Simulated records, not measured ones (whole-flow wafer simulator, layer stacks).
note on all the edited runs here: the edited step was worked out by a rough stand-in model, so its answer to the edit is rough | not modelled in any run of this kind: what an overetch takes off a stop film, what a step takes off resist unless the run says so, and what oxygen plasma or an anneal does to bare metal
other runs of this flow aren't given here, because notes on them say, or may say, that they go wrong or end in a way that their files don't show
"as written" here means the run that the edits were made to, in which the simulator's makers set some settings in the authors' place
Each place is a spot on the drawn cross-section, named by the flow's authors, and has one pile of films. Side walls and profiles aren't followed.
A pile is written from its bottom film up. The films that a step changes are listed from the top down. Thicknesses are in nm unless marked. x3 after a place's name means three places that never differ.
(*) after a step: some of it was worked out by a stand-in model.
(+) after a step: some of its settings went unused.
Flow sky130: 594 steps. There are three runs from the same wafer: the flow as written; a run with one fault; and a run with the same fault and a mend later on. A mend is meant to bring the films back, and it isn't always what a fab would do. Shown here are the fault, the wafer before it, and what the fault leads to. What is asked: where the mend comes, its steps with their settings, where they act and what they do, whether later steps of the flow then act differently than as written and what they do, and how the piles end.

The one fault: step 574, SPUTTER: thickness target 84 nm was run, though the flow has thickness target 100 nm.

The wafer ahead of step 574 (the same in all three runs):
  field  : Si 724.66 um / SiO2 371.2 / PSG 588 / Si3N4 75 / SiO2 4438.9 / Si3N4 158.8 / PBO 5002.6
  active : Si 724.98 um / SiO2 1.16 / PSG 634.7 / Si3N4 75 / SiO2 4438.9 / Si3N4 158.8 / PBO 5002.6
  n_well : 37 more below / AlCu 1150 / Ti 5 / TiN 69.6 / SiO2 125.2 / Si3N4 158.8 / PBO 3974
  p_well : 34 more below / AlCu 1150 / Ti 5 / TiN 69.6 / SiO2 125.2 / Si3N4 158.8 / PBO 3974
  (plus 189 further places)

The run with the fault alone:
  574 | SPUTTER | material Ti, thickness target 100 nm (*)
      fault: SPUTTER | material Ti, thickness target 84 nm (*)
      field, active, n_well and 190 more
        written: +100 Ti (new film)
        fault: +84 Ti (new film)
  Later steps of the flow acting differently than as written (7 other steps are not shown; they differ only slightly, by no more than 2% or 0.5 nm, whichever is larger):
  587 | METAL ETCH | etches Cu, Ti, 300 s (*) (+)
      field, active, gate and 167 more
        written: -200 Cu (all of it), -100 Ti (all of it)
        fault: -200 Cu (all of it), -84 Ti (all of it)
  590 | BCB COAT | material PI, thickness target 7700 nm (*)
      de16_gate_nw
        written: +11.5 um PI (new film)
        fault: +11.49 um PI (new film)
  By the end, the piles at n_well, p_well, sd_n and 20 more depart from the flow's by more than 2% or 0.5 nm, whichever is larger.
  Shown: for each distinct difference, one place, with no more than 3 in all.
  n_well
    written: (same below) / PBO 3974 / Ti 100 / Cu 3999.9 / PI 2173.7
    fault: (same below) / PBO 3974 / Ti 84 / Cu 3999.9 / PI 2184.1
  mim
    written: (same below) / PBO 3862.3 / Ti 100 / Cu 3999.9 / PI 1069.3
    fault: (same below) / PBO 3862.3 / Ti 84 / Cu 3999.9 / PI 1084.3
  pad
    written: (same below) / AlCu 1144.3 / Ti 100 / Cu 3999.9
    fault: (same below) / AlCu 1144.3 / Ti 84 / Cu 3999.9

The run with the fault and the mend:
  The mend follows step 574.
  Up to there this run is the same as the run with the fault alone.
  574a | SPUTTER | material Ti, thickness target 16 nm (*) (the flow's step 574, run once more with other settings)
      field, active, n_well and 190 more
        +16 Ti
  Later steps of the flow that are run all act as written at every place that is followed.
  The piles end the same as the flow's at every place that both follow.
